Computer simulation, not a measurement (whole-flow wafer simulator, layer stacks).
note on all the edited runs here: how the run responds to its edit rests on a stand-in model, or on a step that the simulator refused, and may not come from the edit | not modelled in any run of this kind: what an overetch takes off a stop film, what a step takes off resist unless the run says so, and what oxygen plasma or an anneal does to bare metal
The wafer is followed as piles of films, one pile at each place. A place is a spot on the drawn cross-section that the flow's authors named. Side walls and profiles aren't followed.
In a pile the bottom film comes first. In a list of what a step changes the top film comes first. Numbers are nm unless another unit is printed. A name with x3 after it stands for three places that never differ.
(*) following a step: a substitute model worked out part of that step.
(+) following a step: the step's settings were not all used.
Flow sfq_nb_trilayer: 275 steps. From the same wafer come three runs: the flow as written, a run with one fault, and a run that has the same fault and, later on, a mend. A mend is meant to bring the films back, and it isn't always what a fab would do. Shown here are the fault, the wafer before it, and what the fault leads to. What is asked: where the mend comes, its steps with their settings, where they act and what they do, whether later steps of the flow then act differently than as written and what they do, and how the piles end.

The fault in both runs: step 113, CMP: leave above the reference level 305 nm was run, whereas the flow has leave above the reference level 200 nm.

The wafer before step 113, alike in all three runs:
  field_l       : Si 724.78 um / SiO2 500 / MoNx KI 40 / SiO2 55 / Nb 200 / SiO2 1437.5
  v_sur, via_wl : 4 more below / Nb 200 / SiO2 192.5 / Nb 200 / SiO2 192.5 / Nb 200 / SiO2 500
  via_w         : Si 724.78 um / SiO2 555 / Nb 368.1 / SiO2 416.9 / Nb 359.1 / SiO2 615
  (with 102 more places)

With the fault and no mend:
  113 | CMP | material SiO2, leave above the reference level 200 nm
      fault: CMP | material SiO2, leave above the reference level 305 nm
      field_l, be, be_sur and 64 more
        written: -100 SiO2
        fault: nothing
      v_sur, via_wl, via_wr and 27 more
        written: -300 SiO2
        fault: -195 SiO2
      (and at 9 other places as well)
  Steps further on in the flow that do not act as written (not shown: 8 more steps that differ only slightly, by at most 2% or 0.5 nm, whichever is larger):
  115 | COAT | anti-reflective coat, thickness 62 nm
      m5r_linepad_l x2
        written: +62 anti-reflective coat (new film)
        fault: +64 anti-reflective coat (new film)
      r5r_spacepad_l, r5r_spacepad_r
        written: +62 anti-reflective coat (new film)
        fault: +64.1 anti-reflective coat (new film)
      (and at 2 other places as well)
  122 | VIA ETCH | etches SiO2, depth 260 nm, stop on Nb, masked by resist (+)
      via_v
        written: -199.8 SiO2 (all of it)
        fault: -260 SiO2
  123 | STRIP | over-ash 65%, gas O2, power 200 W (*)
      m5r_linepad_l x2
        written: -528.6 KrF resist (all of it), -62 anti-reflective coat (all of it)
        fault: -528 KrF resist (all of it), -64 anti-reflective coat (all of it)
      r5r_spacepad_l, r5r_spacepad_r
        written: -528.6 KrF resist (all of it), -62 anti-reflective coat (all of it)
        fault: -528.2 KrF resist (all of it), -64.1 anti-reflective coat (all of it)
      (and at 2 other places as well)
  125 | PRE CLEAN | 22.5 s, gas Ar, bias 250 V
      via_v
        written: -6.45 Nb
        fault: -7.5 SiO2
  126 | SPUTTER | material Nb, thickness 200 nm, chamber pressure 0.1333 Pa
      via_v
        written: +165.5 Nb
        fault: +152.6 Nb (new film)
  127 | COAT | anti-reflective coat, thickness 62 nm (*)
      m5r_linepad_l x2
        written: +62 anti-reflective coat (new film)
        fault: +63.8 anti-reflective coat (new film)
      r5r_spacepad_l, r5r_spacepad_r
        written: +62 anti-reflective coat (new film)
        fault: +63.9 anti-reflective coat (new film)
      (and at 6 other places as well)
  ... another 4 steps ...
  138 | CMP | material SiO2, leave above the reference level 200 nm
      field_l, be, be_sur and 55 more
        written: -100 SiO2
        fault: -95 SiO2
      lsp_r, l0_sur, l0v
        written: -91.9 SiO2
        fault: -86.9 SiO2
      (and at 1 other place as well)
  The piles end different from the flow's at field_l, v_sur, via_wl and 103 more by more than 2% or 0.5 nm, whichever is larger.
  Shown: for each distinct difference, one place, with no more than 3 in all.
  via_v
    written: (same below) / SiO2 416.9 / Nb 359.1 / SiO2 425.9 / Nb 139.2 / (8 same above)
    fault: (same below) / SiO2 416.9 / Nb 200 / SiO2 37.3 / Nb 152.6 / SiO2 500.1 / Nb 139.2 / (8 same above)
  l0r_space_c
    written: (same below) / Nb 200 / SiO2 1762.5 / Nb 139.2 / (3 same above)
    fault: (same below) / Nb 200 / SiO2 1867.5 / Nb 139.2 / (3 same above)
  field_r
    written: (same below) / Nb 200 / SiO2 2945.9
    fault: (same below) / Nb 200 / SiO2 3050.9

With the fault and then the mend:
  The mend follows step 120.
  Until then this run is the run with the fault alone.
  120a | STRIP | over-ash 65%, gas O2, power 200 W (*)
      be_sur, m0r_line_l x2, m6r_line_l x2, m7r_line_l x2
        -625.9 KrF resist (all of it), -62.1 anti-reflective coat (all of it)
      r_end, moat, field_r, lsp_l, ln_m5, lsp_m, ln_m6
        -625.3 KrF resist (all of it), -62 anti-reflective coat (all of it)
      p3_s0, p3_l5, wl_a_m6, wl_a_sr, wl_b_sl, wl_b_m5
        -624.6 KrF resist (all of it), -61.9 anti-reflective coat (all of it)
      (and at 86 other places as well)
  120b | CMP | material SiO2, leave above the reference level 200 nm (the flow's step 113, run once more)
      field_l, be, be_sur and 64 more
        -100 SiO2
      v_sur, via_wl, via_w and 36 more
        -105 SiO2
  120c | COAT | anti-reflective coat, thickness 62 nm (the flow's step 115, run once more)
      field_l, v_sur, via_wl and 103 more
        +62 anti-reflective coat (new film)
  120d | COAT | KrF resist, thickness 650 nm (the flow's step 116, run once more)
      field_l, v_sur, via_wl and 103 more
        +650 KrF resist (new film)
  120e | SOFTBAKE | KrF resist (the flow's step 117, run once more)
      leaves every film unchanged at each place that is followed
  120f | EXPOSE | photomask I3, dose 11.91 mJ/cm2, NA 0.6, wavelength 248 nm (*) (the flow's step 118, run once more)
      leaves every film unchanged at each place that is followed
  120g | PEB | KrF resist, 90 s (the flow's step 119, run once more)
      field_l, v_sur, via_wl and 103 more
        -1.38 KrF resist
  120h | DEVELOP | KrF resist, thickness 650 nm, 60 s (the flow's step 120, run once more)
      field_l, v_sur, via_wl and 102 more
        -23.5 KrF resist
      via_v
        -648.6 KrF resist (all of it)
  Every later step of the flow that is run acts as written at every place that is followed.
  By the end, the piles equal the flow's at every place that both follow.
